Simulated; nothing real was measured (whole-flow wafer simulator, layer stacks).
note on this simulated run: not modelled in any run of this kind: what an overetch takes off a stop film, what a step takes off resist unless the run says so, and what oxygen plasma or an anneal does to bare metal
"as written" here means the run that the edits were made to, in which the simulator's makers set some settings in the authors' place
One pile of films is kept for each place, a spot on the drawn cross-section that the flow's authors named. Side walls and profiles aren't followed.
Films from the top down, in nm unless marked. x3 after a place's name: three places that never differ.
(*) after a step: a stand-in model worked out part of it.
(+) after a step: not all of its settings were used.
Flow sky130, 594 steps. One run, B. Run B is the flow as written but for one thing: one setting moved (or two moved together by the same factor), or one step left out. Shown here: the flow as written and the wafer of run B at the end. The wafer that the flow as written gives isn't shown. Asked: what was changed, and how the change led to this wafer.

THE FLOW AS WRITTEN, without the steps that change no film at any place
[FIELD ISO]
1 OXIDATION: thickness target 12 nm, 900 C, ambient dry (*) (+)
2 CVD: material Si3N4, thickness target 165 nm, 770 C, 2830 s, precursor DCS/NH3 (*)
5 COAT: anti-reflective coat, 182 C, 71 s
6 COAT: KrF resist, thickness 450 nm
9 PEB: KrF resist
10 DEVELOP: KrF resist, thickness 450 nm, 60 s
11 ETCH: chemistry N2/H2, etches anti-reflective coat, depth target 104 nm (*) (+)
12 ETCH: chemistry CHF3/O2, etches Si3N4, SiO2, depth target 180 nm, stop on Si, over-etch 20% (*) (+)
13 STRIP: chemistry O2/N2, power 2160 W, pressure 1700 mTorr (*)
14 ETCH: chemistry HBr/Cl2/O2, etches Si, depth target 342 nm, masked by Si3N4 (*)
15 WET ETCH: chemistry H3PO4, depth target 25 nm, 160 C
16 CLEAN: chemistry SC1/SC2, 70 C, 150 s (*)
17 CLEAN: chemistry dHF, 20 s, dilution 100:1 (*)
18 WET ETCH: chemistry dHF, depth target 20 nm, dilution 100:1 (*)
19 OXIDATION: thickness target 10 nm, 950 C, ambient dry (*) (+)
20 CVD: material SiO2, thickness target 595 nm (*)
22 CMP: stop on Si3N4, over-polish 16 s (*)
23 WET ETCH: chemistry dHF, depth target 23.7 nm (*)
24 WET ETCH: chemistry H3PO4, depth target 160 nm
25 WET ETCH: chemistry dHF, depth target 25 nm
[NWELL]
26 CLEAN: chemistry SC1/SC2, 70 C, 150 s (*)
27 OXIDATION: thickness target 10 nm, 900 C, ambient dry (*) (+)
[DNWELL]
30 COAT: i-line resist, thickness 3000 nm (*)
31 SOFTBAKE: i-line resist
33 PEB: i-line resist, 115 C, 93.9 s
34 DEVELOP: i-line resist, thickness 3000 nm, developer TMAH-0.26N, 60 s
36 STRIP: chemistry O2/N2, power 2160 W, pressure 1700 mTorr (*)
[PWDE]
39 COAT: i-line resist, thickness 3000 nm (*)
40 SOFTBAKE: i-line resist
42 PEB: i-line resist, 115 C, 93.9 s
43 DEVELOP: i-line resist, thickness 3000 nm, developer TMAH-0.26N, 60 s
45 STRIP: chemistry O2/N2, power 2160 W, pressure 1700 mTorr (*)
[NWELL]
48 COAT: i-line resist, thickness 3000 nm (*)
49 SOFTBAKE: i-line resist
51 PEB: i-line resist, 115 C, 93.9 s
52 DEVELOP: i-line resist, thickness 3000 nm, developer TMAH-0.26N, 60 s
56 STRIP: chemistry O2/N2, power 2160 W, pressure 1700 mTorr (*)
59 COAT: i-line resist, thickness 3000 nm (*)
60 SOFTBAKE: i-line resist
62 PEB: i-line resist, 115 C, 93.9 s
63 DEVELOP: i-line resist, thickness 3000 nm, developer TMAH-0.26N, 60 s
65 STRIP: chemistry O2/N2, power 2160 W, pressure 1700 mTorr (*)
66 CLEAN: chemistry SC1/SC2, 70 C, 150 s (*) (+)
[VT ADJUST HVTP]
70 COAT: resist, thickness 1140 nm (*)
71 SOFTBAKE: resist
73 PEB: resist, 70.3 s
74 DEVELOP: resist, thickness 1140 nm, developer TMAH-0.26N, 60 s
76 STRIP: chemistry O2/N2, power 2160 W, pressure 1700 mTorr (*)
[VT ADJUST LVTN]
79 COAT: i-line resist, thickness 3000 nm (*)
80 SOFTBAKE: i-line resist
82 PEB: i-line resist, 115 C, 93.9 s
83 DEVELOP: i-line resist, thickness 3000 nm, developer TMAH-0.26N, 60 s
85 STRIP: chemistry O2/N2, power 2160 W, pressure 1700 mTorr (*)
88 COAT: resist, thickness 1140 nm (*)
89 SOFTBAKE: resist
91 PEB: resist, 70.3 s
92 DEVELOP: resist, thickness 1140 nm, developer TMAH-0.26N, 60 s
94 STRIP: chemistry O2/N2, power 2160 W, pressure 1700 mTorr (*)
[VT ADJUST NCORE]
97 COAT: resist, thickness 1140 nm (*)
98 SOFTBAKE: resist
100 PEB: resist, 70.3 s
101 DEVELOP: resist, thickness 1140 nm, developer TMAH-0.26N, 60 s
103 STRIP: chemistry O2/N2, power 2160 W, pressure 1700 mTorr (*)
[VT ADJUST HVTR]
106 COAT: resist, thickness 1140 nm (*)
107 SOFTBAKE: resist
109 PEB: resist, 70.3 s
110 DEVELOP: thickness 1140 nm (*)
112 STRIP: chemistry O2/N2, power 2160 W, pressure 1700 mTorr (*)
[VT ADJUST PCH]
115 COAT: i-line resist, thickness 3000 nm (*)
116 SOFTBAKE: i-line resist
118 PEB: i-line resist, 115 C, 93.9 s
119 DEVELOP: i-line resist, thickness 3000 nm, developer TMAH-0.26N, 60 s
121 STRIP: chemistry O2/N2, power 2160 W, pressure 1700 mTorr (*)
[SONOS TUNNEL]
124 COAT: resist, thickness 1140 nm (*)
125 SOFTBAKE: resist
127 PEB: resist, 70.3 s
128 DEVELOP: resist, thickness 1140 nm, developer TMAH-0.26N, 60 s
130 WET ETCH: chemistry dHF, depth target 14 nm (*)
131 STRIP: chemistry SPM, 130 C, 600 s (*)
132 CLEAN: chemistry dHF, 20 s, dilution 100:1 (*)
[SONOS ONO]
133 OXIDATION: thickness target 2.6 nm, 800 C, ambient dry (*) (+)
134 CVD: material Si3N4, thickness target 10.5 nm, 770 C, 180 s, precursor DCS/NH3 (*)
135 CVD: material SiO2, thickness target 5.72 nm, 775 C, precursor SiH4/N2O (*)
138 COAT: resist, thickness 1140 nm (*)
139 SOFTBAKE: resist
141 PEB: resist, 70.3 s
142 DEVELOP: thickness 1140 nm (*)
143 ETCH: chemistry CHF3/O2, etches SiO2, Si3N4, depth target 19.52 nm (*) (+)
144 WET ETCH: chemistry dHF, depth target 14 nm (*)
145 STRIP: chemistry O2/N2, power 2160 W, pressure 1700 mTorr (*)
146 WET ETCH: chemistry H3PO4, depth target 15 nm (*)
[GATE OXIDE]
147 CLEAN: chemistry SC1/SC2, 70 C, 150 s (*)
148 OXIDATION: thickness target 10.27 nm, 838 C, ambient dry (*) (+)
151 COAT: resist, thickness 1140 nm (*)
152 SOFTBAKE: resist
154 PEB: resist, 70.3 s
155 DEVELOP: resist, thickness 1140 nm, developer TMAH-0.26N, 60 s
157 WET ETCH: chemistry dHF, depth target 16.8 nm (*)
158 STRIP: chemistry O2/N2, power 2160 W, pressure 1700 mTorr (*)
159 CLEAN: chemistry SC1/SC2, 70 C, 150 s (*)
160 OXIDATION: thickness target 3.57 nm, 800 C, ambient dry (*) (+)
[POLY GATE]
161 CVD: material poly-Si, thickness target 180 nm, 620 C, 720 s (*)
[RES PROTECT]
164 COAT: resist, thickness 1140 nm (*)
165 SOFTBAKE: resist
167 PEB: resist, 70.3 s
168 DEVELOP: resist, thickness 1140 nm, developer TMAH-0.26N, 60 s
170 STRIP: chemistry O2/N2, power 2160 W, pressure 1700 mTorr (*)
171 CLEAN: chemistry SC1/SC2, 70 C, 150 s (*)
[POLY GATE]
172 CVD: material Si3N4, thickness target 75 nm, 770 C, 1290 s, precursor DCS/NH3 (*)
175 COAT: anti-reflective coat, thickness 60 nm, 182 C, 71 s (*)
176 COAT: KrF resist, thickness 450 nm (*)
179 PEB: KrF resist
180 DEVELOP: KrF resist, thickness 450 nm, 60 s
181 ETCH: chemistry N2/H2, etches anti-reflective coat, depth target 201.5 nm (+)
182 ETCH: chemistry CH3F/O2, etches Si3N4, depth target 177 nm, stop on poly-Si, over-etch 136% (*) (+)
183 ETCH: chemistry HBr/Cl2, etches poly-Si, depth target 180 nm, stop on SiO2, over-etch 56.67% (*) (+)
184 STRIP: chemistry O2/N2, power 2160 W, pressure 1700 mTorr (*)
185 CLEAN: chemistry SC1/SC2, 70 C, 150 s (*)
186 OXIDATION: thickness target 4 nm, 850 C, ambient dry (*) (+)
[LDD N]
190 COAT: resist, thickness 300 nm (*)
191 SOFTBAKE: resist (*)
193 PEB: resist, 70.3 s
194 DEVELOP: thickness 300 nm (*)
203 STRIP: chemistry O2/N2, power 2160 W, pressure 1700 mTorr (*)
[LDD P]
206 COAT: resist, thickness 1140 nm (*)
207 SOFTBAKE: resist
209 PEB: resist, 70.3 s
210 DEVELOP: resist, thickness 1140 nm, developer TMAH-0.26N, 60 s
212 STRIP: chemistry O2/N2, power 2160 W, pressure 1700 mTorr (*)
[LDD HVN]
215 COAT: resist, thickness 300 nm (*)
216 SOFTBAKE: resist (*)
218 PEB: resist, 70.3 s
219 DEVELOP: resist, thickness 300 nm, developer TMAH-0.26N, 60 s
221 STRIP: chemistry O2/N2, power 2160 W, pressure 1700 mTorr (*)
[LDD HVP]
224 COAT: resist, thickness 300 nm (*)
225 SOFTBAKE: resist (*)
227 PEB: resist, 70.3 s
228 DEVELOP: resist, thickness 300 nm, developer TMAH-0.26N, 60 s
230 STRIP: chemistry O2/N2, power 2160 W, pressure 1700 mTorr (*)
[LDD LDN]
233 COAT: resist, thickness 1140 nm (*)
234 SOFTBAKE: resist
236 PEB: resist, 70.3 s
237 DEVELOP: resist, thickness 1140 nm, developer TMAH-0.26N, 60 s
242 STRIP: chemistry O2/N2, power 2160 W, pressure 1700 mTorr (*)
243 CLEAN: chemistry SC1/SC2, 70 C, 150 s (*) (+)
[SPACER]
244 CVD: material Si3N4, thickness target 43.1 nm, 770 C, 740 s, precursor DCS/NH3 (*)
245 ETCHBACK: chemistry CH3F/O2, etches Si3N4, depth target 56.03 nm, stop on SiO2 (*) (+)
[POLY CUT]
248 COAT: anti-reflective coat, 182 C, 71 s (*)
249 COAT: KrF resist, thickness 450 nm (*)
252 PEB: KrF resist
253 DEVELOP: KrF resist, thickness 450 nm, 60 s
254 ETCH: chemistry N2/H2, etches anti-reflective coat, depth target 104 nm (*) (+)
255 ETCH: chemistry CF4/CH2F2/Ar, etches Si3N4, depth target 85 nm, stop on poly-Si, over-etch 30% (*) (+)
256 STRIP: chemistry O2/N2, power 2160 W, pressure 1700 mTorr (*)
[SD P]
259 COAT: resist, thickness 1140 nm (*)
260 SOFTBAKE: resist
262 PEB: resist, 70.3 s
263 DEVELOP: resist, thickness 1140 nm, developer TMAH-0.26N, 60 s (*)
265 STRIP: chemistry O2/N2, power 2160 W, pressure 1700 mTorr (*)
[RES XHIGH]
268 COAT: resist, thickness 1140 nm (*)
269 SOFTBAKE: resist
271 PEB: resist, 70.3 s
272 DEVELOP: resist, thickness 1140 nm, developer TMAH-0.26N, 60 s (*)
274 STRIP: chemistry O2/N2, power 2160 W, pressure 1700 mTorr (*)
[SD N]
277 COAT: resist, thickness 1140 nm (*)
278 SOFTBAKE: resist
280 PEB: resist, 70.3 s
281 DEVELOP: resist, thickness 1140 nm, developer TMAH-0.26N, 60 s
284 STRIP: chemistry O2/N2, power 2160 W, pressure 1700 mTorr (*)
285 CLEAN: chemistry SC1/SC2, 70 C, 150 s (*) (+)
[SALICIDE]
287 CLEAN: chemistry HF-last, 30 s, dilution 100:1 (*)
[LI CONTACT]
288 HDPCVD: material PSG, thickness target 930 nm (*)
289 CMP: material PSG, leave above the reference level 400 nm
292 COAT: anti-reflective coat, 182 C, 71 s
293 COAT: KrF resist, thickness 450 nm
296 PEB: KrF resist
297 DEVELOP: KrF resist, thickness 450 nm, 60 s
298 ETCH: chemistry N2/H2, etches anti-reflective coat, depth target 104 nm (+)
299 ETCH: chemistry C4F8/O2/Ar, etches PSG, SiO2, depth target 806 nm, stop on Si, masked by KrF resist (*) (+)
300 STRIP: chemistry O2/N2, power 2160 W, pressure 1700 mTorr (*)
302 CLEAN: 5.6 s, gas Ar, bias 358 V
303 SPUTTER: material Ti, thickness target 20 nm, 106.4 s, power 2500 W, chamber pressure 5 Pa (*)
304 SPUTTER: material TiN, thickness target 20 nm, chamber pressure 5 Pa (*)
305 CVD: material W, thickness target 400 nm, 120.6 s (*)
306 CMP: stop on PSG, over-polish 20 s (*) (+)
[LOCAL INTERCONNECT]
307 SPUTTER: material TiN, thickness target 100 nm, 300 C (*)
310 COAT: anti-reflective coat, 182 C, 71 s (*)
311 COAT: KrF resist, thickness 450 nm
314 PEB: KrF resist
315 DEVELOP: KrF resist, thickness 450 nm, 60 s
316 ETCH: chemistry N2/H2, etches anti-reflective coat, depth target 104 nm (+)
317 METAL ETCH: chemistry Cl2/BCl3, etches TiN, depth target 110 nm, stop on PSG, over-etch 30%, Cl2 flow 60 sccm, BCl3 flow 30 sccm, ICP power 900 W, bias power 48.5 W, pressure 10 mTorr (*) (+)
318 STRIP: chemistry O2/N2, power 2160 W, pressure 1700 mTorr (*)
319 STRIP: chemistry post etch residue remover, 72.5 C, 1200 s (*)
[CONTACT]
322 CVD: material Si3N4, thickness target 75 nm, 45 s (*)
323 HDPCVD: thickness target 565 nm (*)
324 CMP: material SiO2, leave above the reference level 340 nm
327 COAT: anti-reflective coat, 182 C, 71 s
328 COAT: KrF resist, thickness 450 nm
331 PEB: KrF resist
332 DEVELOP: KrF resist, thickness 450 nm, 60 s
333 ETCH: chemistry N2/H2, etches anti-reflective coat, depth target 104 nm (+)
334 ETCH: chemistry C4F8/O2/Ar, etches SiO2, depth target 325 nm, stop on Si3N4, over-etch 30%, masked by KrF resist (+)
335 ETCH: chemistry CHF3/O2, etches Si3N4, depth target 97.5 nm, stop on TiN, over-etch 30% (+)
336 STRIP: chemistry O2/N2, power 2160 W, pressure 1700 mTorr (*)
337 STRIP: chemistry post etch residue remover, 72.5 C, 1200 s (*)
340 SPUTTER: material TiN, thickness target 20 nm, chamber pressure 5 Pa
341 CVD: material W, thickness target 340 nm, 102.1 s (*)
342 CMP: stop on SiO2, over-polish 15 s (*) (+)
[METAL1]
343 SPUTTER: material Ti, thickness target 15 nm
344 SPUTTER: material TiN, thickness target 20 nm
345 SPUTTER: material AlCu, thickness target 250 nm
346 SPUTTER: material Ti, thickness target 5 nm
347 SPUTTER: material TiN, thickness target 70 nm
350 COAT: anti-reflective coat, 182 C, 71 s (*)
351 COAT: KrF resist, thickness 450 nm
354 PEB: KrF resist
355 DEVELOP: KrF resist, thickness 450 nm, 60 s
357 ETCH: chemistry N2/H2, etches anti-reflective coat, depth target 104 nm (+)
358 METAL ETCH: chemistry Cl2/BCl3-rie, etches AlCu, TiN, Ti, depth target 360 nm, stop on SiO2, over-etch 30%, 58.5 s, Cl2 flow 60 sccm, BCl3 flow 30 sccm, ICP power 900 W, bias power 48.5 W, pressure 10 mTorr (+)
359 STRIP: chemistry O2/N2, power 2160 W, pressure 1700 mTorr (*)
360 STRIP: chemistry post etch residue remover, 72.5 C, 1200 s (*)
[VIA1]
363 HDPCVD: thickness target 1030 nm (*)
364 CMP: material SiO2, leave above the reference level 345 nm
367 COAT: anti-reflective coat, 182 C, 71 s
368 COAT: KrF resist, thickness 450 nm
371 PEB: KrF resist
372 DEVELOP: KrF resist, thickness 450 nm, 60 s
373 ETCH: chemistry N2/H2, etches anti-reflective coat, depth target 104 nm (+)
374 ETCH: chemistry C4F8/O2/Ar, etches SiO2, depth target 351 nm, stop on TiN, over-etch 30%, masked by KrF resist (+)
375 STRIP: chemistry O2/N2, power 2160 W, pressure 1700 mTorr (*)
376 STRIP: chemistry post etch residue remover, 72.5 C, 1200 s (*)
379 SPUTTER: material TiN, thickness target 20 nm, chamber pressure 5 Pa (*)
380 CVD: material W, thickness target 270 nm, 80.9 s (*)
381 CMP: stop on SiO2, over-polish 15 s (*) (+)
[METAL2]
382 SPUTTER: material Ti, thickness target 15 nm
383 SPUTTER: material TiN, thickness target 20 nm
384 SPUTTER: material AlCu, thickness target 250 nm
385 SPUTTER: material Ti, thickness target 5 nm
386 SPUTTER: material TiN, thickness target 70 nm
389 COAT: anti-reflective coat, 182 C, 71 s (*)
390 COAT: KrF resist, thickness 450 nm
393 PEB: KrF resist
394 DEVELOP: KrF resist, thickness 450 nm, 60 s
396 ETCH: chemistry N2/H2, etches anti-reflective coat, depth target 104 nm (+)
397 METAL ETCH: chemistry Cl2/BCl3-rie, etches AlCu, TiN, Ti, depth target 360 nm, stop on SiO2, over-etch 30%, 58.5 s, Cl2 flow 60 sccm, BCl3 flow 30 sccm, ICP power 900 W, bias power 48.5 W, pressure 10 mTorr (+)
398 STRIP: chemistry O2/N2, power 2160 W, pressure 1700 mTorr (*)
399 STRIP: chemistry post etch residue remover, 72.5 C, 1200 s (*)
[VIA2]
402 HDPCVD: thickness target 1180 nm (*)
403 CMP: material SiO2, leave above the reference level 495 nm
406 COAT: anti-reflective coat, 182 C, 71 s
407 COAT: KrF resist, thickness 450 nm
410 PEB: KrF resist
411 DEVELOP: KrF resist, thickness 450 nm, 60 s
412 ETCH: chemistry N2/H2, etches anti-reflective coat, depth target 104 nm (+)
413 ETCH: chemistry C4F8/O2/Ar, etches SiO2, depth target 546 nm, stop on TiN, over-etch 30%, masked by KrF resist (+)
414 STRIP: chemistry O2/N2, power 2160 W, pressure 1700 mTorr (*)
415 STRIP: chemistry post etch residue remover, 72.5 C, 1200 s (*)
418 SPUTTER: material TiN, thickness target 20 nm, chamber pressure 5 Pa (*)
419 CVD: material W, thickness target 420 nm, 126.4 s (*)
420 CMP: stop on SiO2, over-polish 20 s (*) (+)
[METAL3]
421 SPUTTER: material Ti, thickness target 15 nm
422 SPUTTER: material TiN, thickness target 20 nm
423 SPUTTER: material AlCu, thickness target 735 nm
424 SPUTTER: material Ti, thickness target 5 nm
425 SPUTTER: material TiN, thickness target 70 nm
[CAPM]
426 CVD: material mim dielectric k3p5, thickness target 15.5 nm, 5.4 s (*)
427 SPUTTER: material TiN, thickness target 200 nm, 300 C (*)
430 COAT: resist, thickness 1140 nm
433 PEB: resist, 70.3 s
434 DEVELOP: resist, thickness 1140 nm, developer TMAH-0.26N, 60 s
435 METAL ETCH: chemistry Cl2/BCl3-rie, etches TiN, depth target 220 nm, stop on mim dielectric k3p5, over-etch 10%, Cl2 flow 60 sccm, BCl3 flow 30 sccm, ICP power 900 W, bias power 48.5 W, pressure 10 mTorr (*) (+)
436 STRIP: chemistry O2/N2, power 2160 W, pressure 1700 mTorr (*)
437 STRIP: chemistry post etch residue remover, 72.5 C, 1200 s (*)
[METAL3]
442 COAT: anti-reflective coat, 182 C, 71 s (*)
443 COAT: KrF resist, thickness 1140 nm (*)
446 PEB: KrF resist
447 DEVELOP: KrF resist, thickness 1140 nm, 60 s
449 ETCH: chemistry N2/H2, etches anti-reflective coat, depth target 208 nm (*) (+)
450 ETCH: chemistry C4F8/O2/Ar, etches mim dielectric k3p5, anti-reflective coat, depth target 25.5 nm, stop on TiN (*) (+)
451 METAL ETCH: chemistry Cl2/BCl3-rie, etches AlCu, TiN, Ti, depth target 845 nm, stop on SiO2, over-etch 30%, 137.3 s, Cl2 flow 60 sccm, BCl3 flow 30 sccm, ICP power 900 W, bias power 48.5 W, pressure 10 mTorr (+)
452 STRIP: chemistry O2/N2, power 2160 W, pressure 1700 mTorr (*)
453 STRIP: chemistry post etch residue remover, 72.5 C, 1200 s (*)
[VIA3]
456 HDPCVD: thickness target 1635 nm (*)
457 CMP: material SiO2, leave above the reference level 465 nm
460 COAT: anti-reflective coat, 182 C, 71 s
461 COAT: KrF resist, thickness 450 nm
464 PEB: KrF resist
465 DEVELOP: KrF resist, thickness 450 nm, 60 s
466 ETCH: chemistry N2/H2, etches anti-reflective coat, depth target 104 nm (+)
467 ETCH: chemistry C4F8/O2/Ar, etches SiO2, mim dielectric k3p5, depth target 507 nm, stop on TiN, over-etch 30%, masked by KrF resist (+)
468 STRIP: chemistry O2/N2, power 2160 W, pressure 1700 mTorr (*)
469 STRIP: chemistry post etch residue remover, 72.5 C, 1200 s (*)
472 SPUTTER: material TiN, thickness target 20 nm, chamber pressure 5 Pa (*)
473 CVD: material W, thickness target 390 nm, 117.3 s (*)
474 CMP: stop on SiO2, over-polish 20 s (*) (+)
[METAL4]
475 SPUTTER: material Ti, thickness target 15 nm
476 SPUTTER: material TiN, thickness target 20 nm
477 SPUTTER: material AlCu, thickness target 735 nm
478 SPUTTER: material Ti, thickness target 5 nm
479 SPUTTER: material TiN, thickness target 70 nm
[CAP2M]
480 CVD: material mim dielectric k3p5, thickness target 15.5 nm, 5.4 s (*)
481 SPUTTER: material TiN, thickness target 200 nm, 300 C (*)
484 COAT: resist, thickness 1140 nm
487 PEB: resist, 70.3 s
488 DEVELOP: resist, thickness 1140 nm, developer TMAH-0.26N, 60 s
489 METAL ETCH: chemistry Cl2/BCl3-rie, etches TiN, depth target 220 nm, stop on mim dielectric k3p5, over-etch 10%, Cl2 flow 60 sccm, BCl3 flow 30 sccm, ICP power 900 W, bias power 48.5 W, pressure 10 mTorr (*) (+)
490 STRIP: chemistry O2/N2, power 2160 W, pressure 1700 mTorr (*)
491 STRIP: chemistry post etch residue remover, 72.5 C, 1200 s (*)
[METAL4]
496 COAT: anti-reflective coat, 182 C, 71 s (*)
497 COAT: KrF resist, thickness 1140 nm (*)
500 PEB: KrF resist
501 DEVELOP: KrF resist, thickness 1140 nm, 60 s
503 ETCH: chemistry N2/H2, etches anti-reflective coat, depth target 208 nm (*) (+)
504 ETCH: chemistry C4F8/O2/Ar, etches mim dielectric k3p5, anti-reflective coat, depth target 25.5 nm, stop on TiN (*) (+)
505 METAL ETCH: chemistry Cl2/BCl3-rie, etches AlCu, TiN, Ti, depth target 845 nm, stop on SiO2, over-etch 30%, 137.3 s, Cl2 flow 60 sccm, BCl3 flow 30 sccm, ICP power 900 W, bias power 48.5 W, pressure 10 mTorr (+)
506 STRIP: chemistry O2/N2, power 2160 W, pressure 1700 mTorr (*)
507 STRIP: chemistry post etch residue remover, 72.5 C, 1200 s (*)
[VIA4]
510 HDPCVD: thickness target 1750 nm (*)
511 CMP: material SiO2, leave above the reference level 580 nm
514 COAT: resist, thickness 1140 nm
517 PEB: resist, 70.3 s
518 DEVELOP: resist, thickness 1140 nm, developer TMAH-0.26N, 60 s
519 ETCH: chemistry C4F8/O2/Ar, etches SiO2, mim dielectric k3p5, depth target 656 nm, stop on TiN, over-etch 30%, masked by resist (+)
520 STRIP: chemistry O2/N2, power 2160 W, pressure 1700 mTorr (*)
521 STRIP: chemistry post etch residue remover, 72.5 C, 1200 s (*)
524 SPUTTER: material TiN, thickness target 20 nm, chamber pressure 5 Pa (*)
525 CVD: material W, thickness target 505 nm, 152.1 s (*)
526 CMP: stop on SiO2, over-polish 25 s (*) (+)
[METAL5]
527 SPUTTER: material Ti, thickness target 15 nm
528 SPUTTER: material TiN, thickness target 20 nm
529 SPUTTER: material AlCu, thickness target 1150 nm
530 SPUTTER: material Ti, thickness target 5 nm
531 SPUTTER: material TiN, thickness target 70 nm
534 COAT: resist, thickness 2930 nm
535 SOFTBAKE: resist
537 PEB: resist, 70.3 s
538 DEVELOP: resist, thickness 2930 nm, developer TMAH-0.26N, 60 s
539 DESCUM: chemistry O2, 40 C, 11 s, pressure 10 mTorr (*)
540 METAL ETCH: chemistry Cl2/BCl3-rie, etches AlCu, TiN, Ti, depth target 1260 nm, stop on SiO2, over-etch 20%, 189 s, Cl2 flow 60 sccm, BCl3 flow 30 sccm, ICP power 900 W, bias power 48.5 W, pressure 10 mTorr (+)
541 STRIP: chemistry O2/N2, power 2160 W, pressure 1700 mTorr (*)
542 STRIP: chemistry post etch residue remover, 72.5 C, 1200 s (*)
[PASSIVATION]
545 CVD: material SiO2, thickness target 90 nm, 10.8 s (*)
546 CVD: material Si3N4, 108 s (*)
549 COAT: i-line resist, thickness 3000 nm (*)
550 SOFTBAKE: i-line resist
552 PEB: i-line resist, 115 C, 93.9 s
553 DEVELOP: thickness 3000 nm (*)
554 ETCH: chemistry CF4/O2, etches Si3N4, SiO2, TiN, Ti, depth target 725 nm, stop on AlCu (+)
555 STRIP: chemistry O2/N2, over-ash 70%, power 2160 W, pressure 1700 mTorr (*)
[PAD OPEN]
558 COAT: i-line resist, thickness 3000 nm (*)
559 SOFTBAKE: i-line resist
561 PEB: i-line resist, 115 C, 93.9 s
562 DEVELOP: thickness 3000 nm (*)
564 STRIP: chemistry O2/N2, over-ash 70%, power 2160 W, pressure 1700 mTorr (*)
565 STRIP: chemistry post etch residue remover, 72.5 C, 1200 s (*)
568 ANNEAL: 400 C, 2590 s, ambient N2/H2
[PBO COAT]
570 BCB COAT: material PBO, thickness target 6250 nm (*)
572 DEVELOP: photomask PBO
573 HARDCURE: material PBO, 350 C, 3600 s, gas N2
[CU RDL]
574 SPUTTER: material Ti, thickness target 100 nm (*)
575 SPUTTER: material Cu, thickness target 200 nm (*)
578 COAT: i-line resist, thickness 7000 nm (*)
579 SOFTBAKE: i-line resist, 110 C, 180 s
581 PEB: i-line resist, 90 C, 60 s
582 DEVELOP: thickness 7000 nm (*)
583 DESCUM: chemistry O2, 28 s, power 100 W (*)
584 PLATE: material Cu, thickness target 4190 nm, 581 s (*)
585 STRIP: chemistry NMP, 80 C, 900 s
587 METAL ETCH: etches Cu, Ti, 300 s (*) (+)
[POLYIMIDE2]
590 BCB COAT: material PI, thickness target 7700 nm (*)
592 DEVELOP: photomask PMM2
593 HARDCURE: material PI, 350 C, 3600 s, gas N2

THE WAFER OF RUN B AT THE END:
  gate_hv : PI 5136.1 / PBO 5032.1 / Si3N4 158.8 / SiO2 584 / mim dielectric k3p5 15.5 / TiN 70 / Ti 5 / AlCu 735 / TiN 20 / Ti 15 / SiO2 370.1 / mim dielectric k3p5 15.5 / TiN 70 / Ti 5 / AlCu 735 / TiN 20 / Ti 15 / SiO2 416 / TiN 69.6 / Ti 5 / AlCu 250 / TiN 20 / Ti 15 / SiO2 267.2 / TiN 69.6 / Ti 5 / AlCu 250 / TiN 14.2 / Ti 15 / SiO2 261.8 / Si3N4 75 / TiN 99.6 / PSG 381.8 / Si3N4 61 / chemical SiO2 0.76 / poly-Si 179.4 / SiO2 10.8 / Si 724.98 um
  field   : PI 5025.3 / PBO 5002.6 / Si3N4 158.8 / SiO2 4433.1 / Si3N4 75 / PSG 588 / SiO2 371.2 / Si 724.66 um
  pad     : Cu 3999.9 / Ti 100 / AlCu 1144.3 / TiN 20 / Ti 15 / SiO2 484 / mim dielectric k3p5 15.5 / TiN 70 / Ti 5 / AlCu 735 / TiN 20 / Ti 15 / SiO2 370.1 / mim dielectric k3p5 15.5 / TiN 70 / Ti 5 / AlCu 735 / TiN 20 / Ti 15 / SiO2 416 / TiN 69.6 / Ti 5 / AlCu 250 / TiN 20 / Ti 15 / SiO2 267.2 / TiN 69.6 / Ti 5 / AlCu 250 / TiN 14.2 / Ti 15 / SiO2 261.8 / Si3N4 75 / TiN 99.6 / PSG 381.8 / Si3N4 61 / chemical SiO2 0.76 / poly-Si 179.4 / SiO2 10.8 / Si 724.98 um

The cause: step 344, SPUTTER: thickness target 14.2 nm was run, where the flow has thickness target 20 nm.
It can be read off the wafer: gate_hv has TiN 14.2, and step 344 as written asks for 20 nm.

How the change led to this, step by step:
  344 SPUTTER: material TiN, thickness target 20 nm
      field, active, n_well and 188 more: TiN +14.2 (new film) (as written it would be: TiN +20 (new film))
  358 METAL ETCH: chemistry Cl2/BCl3-rie, etches AlCu, TiN, Ti, depth target 360 nm, stop on SiO2, over-etch 30%, 58.5 s, Cl2 flow 60 sccm, BCl3 flow 30 sccm, ICP power 900 W, bias power 48.5 W, pressure 10 mTorr (+)
      field, active, gate and 81 more: TiN -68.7 (all of it), Ti -5 (all of it), AlCu -250 (all of it), TiN -14.2 (all of it), Ti -15 (all of it), SiO2 -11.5 (as written it would be: TiN -68.7 (all of it), Ti -5 (all of it), AlCu -250 (all of it), TiN -20 (all of it), Ti -15 (all of it), SiO2 -10.9)
